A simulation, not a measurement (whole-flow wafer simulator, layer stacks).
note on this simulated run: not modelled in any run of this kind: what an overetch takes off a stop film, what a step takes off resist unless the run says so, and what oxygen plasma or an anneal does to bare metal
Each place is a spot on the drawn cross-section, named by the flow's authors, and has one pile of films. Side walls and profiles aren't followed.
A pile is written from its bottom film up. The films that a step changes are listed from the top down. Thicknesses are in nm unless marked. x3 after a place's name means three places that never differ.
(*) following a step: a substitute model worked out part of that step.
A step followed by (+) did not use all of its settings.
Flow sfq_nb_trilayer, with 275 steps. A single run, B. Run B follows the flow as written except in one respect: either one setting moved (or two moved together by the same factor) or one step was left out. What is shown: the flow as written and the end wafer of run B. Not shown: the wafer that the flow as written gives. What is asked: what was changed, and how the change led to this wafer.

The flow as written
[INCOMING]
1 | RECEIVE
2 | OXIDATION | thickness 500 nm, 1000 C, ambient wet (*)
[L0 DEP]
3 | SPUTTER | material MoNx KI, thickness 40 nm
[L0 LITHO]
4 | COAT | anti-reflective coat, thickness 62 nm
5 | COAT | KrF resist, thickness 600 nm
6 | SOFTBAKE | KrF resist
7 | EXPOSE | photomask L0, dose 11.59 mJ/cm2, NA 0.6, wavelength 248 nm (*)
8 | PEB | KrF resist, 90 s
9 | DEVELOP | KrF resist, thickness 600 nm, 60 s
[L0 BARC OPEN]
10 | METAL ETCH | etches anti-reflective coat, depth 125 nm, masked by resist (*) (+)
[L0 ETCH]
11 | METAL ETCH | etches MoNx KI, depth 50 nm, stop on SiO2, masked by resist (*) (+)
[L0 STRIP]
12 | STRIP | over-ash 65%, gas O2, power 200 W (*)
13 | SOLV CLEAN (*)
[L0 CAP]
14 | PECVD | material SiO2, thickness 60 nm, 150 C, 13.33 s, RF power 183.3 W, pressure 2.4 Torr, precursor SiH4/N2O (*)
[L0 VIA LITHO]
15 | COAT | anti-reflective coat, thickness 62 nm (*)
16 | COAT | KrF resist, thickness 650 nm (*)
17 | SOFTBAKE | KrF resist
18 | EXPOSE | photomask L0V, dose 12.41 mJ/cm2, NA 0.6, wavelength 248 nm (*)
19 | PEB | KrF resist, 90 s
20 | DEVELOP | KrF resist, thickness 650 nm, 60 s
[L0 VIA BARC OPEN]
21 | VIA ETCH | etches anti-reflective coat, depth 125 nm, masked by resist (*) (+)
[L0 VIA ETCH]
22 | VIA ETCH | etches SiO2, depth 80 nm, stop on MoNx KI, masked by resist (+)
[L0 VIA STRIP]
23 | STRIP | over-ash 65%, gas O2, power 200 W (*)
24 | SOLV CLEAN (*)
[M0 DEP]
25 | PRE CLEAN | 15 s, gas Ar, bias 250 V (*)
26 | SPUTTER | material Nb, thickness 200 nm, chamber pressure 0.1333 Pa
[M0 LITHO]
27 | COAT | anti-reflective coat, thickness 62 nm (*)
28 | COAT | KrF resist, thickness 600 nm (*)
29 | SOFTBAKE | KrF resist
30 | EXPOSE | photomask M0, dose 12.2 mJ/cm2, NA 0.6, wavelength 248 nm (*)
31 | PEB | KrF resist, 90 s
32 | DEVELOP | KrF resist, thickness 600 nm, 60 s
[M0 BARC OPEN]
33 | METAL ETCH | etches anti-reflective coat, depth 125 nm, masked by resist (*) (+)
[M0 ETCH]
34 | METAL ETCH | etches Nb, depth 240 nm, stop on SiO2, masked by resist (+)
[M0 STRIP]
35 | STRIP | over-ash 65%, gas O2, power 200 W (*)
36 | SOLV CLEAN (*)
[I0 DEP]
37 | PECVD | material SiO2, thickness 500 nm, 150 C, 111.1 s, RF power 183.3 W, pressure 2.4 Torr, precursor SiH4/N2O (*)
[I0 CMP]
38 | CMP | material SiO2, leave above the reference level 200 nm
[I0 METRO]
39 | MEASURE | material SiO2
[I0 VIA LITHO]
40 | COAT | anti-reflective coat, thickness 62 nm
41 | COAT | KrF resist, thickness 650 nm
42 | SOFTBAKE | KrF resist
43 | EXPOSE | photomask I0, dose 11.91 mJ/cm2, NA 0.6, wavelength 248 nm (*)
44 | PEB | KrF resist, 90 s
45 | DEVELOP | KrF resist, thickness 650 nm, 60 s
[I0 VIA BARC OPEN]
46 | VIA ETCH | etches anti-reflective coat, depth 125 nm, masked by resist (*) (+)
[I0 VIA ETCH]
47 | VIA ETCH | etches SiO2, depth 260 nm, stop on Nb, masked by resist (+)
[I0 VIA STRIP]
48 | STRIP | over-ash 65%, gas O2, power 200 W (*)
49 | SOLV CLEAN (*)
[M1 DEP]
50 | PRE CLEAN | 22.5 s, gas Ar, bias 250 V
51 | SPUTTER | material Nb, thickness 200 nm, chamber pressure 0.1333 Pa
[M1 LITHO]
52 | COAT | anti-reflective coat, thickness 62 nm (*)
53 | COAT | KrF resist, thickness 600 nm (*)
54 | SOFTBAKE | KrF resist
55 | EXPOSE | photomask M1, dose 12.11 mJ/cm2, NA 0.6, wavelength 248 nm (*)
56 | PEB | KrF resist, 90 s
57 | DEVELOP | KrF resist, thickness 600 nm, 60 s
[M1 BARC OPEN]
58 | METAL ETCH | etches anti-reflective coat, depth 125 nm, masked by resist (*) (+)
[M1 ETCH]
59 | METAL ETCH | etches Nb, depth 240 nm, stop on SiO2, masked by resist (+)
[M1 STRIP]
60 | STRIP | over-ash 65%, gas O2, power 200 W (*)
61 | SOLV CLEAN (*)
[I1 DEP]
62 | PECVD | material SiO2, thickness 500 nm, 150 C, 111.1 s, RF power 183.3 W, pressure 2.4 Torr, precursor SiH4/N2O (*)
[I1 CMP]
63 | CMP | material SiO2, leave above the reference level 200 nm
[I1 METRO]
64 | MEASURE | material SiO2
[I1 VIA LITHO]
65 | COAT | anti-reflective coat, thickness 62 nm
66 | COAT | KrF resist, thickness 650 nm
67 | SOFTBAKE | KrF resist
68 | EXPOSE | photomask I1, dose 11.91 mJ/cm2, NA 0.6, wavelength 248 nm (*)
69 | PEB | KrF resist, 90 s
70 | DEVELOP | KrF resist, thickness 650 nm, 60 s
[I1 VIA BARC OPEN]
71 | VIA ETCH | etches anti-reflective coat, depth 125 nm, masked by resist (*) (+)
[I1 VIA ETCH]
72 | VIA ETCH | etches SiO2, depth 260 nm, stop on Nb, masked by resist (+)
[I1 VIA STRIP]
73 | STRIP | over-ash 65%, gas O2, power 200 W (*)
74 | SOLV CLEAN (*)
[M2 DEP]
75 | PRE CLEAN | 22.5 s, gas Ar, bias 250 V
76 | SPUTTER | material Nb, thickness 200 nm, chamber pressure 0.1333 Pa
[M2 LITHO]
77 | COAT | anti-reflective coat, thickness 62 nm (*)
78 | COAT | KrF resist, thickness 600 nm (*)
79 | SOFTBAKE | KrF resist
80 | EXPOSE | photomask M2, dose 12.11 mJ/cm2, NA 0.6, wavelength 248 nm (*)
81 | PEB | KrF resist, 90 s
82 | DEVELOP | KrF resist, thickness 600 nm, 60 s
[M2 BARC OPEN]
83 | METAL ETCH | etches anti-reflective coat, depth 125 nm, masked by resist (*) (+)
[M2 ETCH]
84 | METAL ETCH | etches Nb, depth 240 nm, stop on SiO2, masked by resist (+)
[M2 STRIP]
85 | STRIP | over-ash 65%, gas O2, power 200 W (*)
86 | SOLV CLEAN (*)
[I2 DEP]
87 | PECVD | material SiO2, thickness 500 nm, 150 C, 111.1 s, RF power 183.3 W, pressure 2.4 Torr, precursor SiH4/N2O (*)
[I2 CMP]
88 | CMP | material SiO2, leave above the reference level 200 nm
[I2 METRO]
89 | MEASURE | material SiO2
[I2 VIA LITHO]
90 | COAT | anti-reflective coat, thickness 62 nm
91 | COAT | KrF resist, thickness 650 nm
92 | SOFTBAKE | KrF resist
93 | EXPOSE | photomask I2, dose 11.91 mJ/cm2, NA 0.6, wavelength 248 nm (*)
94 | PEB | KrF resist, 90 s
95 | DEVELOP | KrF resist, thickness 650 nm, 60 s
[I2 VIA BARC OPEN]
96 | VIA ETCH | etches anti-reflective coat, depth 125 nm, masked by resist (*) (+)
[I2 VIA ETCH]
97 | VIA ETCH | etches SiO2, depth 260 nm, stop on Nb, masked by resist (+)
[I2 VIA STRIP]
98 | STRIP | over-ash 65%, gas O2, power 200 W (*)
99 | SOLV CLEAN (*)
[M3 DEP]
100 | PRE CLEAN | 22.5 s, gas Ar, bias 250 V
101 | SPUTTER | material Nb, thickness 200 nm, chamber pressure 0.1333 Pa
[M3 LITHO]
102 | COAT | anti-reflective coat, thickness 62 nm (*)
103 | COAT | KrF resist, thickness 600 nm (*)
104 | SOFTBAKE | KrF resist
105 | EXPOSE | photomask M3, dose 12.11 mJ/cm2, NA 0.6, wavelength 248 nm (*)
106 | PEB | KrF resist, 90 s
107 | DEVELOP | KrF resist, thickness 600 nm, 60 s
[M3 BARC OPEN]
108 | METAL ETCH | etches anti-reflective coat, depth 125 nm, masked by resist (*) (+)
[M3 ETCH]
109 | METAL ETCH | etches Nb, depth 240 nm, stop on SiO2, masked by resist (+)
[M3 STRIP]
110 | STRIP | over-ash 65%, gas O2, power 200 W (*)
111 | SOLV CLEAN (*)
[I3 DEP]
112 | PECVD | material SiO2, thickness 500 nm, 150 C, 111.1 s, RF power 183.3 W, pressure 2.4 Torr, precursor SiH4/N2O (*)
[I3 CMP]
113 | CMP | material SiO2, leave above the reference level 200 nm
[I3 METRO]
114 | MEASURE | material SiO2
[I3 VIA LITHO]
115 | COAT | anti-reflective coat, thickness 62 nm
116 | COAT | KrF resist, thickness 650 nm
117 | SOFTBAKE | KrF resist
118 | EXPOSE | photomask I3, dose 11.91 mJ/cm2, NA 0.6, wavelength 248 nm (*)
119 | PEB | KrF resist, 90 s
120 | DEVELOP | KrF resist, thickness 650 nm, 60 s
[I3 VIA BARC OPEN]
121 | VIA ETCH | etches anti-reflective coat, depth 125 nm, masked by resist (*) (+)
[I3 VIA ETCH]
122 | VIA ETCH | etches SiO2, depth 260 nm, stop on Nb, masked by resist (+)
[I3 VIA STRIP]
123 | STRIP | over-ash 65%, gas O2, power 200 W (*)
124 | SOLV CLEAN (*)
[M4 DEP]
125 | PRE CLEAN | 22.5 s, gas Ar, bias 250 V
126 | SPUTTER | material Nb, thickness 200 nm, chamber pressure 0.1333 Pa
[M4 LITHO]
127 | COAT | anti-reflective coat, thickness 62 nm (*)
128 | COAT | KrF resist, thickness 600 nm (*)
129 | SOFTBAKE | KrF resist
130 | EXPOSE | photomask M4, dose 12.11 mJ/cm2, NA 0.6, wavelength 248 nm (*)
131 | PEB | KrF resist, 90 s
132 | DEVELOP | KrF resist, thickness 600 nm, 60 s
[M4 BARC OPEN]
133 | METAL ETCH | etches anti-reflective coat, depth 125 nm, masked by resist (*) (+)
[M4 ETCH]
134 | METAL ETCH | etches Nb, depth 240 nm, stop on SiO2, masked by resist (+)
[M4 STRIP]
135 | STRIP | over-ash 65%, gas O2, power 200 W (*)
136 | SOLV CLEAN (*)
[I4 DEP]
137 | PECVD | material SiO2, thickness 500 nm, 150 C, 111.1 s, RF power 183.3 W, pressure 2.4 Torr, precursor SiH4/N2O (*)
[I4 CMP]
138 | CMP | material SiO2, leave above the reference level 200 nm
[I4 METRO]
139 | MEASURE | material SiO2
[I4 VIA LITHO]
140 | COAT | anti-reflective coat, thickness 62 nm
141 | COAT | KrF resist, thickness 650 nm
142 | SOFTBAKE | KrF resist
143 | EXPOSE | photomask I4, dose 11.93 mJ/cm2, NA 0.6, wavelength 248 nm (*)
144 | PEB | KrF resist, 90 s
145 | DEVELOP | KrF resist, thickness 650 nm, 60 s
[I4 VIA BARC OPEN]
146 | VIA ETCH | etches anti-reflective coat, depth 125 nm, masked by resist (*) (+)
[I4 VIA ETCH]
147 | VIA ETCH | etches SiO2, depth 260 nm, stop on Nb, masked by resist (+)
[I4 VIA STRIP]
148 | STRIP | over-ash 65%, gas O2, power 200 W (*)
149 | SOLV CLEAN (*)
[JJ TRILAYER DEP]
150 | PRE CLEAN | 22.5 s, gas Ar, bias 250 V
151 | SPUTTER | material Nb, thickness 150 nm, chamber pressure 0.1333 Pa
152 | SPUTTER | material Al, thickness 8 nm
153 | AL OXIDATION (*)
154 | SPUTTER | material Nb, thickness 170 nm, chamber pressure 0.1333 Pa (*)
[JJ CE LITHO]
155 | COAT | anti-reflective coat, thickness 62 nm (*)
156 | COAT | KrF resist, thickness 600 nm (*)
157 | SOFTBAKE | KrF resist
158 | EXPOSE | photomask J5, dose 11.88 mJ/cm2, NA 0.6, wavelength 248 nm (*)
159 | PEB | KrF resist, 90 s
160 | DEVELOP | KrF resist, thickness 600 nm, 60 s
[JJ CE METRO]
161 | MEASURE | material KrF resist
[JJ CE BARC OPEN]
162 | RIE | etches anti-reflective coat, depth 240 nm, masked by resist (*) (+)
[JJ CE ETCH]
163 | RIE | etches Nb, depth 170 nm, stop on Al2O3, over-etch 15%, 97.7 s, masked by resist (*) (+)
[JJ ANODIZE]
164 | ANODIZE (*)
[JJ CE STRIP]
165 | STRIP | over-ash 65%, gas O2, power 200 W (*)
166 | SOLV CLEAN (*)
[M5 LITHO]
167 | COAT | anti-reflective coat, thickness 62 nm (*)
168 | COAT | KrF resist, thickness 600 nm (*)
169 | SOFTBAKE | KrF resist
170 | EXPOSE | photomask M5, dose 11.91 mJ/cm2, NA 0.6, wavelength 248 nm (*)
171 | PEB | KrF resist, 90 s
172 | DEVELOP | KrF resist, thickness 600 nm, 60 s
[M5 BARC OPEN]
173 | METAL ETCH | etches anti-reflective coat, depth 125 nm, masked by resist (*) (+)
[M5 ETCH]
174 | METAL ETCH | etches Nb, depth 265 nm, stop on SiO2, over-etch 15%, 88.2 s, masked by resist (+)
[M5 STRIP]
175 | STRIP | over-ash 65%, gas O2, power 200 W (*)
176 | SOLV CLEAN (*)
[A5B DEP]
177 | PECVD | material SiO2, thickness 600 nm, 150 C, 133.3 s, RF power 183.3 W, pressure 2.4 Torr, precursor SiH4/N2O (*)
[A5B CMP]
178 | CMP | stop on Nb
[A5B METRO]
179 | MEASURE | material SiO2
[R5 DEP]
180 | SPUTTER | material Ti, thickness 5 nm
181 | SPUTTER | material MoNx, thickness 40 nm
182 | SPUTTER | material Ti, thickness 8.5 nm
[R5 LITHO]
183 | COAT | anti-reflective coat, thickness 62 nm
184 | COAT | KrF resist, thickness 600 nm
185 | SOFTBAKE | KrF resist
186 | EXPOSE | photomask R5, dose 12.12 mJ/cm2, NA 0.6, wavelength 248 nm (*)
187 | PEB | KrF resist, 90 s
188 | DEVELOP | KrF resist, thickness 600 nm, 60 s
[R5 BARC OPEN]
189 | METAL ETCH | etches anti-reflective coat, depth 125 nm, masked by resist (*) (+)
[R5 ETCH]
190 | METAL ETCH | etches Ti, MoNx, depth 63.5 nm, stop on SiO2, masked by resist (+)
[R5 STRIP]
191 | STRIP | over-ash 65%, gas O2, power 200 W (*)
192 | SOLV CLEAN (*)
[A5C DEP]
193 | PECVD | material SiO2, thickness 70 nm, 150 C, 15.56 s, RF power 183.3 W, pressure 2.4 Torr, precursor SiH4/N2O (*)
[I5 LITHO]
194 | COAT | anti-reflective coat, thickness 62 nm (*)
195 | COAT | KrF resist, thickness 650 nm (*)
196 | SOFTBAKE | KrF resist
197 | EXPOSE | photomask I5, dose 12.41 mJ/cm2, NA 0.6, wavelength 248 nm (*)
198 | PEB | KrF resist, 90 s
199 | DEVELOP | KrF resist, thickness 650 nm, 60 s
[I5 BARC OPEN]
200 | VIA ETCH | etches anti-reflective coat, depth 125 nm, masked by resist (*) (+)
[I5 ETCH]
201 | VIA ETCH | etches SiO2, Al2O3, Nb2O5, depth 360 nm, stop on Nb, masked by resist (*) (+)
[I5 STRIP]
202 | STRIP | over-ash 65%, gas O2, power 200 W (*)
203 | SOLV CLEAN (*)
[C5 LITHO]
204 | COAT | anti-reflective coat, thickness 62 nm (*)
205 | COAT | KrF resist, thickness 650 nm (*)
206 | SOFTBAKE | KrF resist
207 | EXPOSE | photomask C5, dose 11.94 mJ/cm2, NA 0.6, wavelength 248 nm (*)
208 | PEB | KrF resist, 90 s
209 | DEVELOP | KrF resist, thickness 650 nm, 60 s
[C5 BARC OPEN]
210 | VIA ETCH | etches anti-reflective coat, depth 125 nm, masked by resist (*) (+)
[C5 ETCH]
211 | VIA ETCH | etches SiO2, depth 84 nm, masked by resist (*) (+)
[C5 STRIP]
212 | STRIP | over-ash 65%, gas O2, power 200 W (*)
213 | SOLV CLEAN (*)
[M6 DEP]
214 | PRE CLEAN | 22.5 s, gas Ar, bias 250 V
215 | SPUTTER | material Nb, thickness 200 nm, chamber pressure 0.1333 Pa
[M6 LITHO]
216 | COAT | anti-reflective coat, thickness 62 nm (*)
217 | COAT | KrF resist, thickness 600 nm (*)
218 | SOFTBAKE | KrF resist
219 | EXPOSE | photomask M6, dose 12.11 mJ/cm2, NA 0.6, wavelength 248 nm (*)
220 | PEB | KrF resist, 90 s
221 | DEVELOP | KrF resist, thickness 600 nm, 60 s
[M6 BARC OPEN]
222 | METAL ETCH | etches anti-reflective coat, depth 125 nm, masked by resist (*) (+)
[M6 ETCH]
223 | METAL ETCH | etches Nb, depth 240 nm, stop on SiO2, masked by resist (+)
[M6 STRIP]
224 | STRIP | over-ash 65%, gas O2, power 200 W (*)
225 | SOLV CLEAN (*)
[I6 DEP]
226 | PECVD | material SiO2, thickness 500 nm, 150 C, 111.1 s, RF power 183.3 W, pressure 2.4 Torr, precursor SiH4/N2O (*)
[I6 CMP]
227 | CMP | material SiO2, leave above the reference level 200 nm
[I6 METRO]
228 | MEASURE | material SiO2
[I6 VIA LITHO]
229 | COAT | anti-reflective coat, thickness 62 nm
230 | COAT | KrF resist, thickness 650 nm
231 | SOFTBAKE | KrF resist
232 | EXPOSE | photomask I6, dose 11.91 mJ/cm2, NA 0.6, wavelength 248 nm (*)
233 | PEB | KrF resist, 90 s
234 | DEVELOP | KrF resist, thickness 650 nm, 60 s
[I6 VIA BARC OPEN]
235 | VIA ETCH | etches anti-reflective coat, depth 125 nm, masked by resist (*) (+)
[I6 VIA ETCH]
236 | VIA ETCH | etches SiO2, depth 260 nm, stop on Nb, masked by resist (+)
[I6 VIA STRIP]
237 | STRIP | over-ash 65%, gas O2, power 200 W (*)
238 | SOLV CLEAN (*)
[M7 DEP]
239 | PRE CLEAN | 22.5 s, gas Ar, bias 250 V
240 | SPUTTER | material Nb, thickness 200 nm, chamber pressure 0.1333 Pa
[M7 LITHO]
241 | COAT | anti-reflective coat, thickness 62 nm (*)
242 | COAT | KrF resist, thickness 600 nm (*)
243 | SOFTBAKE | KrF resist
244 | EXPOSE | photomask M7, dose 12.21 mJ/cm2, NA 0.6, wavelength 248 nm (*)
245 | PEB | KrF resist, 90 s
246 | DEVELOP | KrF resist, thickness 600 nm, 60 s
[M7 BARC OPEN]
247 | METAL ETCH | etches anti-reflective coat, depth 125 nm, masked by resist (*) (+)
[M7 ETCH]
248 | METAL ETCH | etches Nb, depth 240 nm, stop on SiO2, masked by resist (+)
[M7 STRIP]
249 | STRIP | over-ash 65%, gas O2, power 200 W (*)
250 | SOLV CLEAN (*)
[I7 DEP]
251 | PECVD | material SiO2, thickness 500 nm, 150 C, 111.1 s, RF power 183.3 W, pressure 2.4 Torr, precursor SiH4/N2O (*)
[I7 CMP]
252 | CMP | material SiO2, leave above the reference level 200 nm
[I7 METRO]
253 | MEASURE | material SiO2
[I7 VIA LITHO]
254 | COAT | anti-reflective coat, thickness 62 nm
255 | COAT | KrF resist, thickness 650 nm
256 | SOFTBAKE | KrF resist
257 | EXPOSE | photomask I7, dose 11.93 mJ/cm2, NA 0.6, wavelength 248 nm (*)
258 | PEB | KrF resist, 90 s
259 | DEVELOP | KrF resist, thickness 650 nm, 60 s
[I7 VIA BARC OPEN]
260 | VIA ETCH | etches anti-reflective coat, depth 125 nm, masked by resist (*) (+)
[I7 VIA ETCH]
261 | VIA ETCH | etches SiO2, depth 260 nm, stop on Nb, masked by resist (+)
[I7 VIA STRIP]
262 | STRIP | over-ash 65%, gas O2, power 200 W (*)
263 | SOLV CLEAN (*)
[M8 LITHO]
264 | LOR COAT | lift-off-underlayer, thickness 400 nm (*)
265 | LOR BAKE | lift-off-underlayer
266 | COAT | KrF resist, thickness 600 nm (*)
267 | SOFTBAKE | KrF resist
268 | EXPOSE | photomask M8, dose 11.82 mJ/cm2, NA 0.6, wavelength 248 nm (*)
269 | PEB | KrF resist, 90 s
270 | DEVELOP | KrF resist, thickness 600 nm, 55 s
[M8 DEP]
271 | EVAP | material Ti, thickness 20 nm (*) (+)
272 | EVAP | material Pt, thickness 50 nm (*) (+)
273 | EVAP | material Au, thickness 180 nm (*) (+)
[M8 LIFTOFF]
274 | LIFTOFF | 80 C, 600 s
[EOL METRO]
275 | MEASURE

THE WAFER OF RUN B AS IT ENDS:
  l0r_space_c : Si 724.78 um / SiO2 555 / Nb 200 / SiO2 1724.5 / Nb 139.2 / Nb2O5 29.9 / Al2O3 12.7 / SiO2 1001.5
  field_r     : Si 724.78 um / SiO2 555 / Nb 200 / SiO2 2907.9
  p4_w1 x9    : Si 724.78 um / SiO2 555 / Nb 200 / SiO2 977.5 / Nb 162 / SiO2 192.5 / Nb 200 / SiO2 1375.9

The reason: step 101, SPUTTER: thickness 162 nm was run, while the flow as written has thickness 200 nm.
The wafer itself shows it: p4_w1 x9 has Nb 162, and step 101 as written asks for 200 nm.

The path from the change to this, step by step:
  101 | SPUTTER | material Nb, thickness 200 nm, chamber pressure 0.1333 Pa
      field_l, v_sur, via_wl and 102 more: +162 Nb (new film) (it would be, as written: +200 Nb (new film))
      via_w: +133.9 Nb (it would be, as written: +165.5 Nb)
  109 | METAL ETCH | etches Nb, depth 240 nm, stop on SiO2, masked by resist (+)
      field_l, be, be_sur and 72 more: -162 Nb (all of it) (it would be, as written: -200 Nb (all of it))
  112 | PECVD | material SiO2, thickness 500 nm, 150 C, 111.1 s, RF power 183.3 W, pressure 2.4 Torr, precursor SiH4/N2O (*)
      p4_g1 x2, p3_s0 x6: +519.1 SiO2 (it would be, as written: +557.1 SiO2)
  113 | CMP | material SiO2, leave above the reference level 200 nm
      field_l, be, be_sur and 64 more: -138 SiO2 (it would be, as written: -100 SiO2)
      via_w: -177.9 SiO2 (it would be, as written: -181.6 SiO2)
